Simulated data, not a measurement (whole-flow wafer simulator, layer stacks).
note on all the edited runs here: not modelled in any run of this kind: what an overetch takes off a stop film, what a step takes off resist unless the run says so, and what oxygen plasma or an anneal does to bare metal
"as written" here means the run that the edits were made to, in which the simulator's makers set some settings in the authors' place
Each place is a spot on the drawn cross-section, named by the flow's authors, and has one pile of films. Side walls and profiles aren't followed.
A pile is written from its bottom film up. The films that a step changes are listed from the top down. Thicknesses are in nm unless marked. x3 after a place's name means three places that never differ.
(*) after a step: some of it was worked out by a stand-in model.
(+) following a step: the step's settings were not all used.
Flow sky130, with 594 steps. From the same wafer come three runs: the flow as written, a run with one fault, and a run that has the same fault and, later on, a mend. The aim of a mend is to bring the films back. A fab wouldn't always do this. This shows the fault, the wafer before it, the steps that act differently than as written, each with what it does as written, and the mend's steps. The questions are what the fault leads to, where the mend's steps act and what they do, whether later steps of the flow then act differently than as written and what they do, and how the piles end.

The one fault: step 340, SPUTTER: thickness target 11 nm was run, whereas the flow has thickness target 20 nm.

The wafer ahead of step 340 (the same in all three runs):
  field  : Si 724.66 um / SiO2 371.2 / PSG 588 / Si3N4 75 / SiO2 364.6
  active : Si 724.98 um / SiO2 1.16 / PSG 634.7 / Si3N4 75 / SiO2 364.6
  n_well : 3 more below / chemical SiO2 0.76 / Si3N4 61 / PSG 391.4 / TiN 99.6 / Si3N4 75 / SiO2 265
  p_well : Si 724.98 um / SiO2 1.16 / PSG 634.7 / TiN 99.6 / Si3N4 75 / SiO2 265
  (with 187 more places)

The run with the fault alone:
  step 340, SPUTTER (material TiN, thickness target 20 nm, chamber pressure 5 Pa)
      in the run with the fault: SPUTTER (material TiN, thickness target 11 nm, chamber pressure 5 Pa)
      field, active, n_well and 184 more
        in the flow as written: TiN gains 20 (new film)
        in the run with the fault: TiN gains 11 (new film)
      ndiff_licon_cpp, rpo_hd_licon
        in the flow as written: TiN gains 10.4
        in the run with the fault: TiN gains 5.75
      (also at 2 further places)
  Steps later in the flow that act otherwise than as written (1 more step, not shown, differs only slightly: by at most 2% or 0.5 nm, whichever is larger):
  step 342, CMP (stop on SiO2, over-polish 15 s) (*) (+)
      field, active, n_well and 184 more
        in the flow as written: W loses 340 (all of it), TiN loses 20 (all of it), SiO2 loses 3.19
        in the run with the fault: W loses 340 (all of it), TiN loses 11 (all of it), SiO2 loses 3.19
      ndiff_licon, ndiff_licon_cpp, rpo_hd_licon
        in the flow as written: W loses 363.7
        in the run with the fault: W loses 354.7
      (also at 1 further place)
  At poly_licon, ndiff_licon, ndiff_licon_cpp, rpo_hd_licon, the piles at the end differ from the flow's by more than 2% or 0.5 nm, whichever is larger.
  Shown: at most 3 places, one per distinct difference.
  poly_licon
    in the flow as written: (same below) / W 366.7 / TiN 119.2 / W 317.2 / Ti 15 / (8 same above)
    in the run with the fault: (same below) / W 366.7 / TiN 110.2 / W 326.2 / Ti 15 / (8 same above)
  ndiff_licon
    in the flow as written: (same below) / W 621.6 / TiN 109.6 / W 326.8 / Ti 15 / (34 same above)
    in the run with the fault: (same below) / W 621.6 / TiN 104.9 / W 331.5 / Ti 15 / (34 same above)
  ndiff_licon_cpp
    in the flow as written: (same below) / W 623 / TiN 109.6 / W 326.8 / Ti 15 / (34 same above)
    in the run with the fault: (same below) / W 623 / TiN 104.9 / W 331.5 / Ti 15 / (34 same above)

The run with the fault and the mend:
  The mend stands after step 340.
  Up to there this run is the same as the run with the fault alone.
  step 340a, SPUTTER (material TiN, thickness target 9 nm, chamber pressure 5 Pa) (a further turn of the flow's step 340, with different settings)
      field, active, n_well and 185 more
        TiN gains 9
      ndiff_licon, rpo_hd_licon
        TiN gains 4.62
      ndiff_licon_cpp
        TiN gains 4.63
  Every later step of the flow that is run acts as written, at every place that is followed, to within 2% or 0.5 nm, whichever is larger.
  At the end the piles are close to the flow's at the places that both follow, differing by at most 2% or 0.5 nm, whichever is larger.
